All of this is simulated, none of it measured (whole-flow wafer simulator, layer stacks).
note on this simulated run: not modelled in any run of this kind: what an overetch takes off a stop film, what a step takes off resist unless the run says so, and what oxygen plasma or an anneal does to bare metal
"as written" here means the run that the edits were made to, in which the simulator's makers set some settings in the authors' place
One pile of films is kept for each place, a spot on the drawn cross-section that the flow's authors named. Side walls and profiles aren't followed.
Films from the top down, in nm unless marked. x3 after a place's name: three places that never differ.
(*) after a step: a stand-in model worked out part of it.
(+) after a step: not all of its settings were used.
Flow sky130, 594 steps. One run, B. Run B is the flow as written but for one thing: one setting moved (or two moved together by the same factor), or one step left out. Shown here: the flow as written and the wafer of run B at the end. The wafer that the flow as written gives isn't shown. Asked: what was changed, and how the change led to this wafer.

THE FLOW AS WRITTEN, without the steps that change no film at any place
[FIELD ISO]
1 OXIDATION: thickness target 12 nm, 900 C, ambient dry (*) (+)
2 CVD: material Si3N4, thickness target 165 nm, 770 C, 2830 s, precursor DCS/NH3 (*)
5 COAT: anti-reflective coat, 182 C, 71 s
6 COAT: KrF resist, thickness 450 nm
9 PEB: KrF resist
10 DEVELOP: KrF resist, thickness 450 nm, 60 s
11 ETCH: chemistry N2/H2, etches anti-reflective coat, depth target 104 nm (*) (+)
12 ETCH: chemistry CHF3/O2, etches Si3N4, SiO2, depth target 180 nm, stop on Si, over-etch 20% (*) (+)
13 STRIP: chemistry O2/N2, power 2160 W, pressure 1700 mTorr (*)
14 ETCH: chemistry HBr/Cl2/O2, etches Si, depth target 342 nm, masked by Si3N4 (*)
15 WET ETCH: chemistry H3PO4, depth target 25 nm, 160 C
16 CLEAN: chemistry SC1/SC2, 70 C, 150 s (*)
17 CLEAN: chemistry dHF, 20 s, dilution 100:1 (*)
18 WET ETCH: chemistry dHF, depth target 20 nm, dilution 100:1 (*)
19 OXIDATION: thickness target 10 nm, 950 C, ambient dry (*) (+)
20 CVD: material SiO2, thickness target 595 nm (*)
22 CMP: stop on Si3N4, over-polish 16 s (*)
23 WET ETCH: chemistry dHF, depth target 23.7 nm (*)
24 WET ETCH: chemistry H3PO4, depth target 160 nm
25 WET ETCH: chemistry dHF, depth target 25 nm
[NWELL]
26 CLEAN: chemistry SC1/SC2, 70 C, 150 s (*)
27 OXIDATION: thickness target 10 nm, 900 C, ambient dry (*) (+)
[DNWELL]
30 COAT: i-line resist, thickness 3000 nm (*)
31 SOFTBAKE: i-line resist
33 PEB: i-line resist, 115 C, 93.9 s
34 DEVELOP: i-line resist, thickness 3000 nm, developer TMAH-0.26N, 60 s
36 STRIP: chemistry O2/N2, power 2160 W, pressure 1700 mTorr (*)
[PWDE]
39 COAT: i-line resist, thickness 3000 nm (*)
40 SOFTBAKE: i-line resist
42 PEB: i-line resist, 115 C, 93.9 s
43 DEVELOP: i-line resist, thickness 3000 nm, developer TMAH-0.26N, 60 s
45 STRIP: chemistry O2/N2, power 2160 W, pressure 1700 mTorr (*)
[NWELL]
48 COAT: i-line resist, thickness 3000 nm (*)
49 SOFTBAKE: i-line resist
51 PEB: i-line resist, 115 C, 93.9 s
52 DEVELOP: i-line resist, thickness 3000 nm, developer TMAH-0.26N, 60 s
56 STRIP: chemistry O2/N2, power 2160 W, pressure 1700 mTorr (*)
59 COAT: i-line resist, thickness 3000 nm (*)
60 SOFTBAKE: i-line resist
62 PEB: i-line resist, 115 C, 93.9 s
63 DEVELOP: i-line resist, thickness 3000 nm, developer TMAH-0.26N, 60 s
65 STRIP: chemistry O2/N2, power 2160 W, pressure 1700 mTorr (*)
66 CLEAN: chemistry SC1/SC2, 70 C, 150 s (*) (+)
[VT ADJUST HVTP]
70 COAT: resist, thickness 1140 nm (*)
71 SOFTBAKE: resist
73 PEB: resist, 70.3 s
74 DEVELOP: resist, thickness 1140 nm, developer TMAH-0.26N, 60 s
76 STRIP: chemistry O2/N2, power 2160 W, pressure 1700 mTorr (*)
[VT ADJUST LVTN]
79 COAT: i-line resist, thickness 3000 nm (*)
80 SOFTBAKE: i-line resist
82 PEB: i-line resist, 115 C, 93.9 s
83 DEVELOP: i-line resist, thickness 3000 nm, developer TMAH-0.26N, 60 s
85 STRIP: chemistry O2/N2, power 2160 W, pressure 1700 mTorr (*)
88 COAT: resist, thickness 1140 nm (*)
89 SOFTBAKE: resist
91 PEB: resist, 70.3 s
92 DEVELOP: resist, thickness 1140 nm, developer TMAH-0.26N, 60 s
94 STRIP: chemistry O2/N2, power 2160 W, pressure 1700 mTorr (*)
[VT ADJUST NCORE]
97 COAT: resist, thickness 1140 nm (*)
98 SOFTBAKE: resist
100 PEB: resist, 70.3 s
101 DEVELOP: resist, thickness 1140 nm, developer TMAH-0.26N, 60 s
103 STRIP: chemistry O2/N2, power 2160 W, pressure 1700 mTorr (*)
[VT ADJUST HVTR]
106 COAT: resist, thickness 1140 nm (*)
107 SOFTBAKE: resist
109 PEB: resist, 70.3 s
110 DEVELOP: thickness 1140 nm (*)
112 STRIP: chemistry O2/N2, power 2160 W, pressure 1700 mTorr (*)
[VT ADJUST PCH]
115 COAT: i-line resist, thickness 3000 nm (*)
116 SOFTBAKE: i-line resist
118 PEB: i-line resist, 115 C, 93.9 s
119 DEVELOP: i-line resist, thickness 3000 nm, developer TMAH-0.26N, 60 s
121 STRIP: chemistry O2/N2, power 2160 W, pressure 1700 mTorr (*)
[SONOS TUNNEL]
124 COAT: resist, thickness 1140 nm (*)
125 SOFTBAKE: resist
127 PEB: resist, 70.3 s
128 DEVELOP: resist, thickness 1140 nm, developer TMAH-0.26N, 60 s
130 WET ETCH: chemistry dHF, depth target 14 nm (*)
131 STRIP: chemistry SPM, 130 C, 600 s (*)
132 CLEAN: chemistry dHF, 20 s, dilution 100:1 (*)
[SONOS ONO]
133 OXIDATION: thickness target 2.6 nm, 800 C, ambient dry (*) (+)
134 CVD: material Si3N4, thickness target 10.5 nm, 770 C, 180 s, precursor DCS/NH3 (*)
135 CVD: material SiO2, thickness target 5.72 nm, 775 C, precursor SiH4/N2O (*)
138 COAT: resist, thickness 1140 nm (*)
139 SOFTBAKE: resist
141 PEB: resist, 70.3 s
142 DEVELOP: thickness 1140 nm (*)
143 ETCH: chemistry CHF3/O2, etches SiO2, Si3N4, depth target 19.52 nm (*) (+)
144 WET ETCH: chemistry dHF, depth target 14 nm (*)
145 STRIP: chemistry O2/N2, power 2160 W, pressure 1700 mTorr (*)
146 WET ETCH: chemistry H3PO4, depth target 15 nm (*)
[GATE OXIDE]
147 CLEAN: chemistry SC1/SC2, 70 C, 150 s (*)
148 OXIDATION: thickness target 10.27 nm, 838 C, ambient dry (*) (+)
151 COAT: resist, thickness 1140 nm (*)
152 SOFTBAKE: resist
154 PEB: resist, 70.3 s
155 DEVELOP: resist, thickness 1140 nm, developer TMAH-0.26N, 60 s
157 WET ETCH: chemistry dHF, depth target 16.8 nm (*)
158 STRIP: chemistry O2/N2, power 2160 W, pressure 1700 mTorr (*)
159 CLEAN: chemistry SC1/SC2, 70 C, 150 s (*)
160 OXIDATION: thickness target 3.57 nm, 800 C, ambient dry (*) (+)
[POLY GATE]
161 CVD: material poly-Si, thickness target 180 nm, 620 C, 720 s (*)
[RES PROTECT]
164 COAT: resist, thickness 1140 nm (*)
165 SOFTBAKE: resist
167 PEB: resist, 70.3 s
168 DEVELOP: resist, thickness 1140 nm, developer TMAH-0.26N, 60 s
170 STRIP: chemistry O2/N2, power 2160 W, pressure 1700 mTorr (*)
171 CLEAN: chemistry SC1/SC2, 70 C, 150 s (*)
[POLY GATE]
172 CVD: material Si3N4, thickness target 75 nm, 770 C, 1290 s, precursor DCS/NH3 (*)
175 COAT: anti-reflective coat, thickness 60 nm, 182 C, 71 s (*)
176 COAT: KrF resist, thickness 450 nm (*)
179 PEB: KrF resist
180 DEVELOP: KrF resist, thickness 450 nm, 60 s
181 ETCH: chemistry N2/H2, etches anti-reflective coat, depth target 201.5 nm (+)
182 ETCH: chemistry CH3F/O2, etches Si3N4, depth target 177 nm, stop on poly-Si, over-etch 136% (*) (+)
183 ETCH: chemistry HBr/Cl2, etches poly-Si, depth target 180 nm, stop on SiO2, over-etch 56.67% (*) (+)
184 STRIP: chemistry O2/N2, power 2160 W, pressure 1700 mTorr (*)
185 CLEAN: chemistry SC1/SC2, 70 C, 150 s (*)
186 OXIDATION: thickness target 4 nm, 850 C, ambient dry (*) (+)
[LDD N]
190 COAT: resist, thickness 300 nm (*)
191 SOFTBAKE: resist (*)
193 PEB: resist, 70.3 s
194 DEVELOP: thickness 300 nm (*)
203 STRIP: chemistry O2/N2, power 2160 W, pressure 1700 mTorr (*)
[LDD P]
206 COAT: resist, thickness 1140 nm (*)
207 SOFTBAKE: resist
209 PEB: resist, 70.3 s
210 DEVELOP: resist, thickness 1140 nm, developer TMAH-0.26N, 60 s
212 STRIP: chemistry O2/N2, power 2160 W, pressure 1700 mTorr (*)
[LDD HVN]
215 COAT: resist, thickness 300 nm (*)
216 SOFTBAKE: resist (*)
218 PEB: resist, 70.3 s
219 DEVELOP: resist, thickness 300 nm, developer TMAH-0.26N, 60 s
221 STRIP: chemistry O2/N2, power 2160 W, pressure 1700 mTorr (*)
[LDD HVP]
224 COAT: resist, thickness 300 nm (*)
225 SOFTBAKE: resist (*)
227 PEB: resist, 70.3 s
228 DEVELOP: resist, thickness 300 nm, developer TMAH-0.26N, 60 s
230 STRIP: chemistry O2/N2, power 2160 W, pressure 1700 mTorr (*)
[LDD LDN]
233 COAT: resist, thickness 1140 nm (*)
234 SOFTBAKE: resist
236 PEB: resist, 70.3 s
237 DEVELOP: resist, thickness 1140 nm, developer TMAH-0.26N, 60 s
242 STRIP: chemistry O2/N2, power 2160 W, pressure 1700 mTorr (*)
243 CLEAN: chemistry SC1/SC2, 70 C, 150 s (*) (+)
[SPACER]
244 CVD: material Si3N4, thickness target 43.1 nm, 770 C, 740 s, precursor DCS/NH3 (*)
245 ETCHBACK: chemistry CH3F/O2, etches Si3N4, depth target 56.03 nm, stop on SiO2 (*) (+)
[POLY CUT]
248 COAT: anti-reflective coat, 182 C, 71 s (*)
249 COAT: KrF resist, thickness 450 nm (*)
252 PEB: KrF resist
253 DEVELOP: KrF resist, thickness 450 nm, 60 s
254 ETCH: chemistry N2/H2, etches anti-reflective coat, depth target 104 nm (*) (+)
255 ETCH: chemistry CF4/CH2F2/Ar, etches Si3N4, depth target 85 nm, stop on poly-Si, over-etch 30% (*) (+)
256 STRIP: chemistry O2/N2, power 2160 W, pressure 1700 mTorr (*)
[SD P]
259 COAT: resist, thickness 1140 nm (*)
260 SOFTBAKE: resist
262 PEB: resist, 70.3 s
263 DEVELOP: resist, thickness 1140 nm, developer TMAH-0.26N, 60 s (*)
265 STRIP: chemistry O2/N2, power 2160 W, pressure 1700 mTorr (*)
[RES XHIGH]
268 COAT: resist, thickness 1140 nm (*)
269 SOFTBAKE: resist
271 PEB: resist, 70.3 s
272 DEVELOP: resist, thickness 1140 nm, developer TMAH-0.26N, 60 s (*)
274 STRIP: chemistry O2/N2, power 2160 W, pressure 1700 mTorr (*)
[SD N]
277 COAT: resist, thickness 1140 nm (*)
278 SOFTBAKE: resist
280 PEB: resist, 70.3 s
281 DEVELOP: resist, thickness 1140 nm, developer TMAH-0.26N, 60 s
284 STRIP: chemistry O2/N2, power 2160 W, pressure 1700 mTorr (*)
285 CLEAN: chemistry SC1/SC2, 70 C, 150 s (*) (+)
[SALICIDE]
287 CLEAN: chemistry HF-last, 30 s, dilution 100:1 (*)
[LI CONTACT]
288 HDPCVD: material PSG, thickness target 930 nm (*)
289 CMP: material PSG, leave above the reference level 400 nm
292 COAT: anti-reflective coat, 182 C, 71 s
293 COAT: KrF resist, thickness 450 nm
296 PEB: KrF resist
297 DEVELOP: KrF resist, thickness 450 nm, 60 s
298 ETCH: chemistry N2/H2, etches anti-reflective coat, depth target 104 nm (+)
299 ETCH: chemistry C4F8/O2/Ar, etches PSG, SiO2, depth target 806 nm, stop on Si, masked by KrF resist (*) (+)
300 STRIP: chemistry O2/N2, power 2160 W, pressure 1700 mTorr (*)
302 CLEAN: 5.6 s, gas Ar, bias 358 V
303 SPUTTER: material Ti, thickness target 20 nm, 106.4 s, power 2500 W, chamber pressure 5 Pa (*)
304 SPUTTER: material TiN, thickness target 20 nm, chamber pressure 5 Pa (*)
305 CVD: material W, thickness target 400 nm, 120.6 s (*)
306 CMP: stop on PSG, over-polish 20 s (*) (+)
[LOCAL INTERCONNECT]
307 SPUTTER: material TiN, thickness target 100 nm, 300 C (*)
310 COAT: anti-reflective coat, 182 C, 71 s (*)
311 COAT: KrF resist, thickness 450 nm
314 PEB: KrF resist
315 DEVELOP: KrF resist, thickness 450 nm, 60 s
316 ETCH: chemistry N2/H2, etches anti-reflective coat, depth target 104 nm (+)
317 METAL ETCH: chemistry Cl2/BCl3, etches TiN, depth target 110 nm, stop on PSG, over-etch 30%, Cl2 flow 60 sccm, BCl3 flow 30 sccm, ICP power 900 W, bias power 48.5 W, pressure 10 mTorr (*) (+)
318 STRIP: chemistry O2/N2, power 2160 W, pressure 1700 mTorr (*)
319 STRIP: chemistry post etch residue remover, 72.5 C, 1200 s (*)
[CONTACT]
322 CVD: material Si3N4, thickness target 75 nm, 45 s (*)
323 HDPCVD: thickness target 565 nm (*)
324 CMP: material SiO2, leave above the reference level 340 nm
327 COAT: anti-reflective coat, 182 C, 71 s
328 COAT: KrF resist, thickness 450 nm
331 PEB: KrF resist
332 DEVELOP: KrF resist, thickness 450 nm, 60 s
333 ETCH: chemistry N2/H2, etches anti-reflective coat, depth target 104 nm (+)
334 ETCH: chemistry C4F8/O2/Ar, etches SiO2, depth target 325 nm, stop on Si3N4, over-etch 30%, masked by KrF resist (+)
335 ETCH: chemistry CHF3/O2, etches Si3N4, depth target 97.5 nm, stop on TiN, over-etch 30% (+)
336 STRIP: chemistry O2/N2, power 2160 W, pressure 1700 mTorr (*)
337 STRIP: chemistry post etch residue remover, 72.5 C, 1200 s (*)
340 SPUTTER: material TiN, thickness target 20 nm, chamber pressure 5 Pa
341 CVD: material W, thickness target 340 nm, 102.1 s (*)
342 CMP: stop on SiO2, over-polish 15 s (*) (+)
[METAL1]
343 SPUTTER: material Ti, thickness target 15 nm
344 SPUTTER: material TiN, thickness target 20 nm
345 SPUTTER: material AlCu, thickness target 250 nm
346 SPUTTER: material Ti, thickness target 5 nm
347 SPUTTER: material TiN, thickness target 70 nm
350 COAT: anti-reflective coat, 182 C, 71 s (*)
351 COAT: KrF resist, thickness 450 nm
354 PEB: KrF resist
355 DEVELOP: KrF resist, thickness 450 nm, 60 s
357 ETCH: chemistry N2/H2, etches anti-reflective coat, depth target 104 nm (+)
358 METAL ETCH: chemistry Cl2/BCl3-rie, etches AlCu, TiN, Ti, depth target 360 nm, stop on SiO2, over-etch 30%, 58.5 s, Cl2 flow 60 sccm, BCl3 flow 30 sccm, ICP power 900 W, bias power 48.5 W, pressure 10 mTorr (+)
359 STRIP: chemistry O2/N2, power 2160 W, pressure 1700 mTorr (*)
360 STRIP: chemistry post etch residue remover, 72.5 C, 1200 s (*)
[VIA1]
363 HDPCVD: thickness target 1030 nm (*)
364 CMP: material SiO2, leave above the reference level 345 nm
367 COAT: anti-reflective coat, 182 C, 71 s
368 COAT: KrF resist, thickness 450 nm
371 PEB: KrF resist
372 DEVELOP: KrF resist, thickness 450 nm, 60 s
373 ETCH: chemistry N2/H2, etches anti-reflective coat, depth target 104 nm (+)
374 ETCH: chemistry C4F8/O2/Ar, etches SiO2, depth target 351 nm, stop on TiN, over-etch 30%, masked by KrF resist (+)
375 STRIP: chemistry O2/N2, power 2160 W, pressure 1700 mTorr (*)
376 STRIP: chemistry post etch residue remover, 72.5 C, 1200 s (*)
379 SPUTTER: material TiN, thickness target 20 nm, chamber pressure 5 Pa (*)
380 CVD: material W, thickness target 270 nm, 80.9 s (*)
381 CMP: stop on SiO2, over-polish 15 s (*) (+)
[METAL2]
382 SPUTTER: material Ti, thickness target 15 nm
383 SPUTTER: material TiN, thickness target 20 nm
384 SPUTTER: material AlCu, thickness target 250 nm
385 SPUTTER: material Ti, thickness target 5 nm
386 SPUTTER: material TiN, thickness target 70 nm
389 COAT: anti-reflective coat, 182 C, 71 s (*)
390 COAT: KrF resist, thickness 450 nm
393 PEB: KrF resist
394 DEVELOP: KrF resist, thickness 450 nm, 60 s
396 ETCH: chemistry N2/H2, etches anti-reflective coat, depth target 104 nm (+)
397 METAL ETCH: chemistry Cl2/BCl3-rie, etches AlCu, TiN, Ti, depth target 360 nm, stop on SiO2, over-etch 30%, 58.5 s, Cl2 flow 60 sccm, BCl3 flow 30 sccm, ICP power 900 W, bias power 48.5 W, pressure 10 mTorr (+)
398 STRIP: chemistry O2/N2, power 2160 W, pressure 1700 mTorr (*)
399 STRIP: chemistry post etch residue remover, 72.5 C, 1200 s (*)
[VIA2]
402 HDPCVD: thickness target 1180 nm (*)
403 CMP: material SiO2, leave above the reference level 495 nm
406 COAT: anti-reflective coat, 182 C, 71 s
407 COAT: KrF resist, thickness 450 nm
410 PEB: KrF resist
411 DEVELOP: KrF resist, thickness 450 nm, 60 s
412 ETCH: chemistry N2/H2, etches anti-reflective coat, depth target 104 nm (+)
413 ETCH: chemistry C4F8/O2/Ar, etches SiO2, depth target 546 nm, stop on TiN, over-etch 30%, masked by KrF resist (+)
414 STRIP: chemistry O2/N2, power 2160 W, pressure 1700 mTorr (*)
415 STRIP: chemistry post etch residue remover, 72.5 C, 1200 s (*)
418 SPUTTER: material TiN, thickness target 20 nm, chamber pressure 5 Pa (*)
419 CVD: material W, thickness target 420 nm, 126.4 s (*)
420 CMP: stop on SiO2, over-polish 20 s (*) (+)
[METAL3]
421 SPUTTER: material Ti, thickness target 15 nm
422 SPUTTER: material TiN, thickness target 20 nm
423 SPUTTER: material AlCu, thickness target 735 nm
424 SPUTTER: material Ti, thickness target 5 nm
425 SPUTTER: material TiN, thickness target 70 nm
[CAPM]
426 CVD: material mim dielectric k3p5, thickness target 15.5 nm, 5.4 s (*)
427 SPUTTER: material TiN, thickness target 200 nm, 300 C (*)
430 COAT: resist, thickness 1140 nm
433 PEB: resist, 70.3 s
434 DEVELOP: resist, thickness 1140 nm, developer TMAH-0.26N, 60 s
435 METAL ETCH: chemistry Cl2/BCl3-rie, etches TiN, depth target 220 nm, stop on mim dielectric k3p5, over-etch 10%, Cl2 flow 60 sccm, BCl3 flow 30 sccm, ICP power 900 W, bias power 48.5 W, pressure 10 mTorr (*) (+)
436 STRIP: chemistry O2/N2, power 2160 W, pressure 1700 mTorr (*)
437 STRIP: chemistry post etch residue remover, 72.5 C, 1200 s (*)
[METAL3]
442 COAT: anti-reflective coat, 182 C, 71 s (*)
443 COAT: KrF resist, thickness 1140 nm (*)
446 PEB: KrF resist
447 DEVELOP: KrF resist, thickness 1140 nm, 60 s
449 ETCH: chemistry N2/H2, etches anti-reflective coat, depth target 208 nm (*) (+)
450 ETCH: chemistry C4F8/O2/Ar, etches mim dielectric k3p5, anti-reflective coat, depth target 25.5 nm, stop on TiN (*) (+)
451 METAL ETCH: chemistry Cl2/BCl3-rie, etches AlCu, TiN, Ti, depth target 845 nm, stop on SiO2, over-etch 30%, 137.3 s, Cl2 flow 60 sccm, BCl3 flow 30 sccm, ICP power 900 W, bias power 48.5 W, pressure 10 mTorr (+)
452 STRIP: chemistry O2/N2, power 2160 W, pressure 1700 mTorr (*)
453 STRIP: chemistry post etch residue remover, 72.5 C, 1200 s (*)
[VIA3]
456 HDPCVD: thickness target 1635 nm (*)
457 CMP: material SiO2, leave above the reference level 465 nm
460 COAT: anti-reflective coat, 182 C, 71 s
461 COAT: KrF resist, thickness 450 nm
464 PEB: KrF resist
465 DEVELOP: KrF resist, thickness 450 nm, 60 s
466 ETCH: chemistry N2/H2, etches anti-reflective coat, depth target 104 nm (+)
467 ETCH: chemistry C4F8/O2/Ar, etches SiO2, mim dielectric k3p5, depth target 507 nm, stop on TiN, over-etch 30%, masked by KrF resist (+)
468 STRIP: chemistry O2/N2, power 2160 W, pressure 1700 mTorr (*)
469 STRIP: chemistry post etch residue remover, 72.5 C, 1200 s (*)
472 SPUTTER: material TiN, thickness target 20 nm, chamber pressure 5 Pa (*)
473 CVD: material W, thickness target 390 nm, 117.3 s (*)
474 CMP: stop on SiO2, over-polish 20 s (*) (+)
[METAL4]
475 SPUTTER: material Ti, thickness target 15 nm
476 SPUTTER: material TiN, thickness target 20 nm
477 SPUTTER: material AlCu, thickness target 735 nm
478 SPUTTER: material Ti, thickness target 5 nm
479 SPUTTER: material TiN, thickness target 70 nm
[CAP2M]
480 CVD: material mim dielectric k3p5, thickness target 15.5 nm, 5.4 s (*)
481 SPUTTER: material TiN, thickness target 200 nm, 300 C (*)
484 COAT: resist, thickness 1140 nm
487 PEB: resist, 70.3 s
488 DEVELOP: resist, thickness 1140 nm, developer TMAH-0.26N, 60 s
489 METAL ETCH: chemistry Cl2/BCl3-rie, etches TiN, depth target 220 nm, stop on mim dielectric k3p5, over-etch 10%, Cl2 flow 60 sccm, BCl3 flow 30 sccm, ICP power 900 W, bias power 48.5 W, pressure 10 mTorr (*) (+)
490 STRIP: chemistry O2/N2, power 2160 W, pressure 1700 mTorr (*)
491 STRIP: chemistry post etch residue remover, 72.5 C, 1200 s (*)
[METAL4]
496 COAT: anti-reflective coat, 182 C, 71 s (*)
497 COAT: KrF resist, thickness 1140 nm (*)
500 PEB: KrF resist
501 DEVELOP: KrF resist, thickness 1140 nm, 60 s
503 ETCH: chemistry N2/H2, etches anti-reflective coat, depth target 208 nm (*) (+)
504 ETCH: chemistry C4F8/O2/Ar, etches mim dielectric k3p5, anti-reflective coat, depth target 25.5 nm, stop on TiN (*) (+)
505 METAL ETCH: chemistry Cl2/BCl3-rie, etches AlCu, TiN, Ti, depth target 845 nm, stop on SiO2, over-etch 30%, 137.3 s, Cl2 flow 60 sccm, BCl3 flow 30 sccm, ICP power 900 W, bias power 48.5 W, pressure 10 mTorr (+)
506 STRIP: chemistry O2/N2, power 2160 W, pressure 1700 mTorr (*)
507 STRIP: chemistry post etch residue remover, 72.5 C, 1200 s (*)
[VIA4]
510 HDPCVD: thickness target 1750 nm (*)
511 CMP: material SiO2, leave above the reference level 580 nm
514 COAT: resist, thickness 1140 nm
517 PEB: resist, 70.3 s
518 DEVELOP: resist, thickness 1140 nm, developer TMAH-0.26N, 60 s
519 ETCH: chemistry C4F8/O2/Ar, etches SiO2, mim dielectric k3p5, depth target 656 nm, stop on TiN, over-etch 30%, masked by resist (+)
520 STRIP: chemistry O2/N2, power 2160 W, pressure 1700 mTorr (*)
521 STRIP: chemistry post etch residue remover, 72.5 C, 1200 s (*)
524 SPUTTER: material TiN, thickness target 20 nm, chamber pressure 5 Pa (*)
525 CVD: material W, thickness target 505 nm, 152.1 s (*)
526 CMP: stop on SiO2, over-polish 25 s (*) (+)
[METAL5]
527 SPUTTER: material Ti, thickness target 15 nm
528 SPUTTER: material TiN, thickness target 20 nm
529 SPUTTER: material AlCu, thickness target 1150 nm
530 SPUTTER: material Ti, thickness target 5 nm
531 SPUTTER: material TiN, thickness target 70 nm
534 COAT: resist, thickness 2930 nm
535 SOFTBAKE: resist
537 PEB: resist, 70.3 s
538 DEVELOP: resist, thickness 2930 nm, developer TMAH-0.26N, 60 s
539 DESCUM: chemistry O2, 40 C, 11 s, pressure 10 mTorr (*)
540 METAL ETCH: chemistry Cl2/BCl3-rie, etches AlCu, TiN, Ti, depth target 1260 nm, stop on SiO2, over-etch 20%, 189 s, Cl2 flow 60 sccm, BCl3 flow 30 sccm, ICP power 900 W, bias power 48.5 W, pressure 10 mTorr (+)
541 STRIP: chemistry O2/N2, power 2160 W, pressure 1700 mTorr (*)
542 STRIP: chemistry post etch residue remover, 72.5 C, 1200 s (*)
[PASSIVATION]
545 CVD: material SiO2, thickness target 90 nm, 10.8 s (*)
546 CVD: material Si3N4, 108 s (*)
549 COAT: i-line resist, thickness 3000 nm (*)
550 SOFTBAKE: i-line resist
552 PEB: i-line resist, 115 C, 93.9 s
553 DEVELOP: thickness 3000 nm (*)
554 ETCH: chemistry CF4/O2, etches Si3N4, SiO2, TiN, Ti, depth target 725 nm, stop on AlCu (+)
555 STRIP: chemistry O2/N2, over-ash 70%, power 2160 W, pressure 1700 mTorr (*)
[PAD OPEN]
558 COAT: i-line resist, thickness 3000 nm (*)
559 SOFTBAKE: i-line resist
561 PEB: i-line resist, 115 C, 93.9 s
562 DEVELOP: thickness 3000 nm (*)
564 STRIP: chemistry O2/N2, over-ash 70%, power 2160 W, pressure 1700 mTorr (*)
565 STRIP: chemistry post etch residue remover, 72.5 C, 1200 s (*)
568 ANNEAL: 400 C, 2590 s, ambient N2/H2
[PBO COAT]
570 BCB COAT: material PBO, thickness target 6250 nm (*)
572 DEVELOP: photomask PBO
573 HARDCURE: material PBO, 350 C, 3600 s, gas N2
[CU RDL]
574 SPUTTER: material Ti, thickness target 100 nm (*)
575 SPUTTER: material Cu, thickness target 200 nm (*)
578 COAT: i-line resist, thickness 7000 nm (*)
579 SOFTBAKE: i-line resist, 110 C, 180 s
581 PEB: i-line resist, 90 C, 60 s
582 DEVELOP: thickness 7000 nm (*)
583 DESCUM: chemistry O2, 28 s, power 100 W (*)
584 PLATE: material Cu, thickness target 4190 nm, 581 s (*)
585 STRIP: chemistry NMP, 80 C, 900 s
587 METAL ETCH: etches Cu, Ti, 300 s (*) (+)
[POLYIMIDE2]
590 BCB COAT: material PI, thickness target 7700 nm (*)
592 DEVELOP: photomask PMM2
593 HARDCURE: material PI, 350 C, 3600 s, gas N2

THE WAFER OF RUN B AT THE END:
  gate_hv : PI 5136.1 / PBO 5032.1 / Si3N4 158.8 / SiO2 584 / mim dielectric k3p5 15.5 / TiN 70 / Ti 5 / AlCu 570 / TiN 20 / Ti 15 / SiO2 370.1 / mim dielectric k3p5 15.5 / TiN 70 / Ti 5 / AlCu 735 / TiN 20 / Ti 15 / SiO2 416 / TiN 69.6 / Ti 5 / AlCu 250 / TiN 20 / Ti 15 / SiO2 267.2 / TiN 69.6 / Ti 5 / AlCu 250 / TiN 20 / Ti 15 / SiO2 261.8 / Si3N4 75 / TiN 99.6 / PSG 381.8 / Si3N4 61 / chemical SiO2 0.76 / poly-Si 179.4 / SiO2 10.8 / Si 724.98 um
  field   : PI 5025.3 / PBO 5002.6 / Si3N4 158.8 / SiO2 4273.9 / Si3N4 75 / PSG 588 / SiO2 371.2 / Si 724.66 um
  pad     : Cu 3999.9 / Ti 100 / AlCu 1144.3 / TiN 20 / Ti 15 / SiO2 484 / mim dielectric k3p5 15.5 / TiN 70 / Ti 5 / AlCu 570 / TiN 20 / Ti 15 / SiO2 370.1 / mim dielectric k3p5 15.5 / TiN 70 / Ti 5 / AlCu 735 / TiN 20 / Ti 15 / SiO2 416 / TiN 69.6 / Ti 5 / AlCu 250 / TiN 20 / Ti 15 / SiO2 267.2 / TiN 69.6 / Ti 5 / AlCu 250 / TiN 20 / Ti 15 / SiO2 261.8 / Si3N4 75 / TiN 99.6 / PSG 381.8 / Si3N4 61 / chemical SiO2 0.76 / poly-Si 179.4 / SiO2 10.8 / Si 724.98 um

The cause: step 477, SPUTTER: thickness target 570 nm was run, where the flow has thickness target 735 nm.
It can be read off the wafer: gate_hv has AlCu 570, and step 477 as written asks for 735 nm.

How the change led to this, step by step:
  477 SPUTTER: material AlCu, thickness target 735 nm
      field, active, n_well and 189 more: AlCu +570 (new film) (as written it would be: AlCu +735 (new film))
  505 METAL ETCH: chemistry Cl2/BCl3-rie, etches AlCu, TiN, Ti, depth target 845 nm, stop on SiO2, over-etch 30%, 137.3 s, Cl2 flow 60 sccm, BCl3 flow 30 sccm, ICP power 900 W, bias power 48.5 W, pressure 10 mTorr (+)
      field, gate, spacer and 68 more: TiN -70 (all of it), Ti -5 (all of it), AlCu -570 (all of it), TiN -20 (all of it), Ti -15 (all of it), SiO2 -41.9 (as written it would be: TiN -70 (all of it), Ti -5 (all of it), AlCu -735 (all of it), TiN -20 (all of it), Ti -15 (all of it), SiO2 -25.4)
      active, vpp_iso1, mim_edge_plate and 14 more: TiN -70 (all of it), Ti -5 (all of it), AlCu -570 (all of it), TiN -20 (all of it), Ti -15 (all of it), SiO2 -41.8 (as written it would be: TiN -70 (all of it), Ti -5 (all of it), AlCu -735 (all of it), TiN -20 (all of it), Ti -15 (all of it), SiO2 -25.3)
  511 CMP: material SiO2, leave above the reference level 580 nm
      field, active, gate and 77 more: SiO2 -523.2 (as written it would be: SiO2 -374.7)
      iso_guard__w1, mim_edge_gap, vpp_m3ln, rpm_encl, via2_enc, rpm_encl_psd, iso_guard_nsd_tip: SiO2 -523.1 (as written it would be: SiO2 -374.6)
      (and at 1 more place)
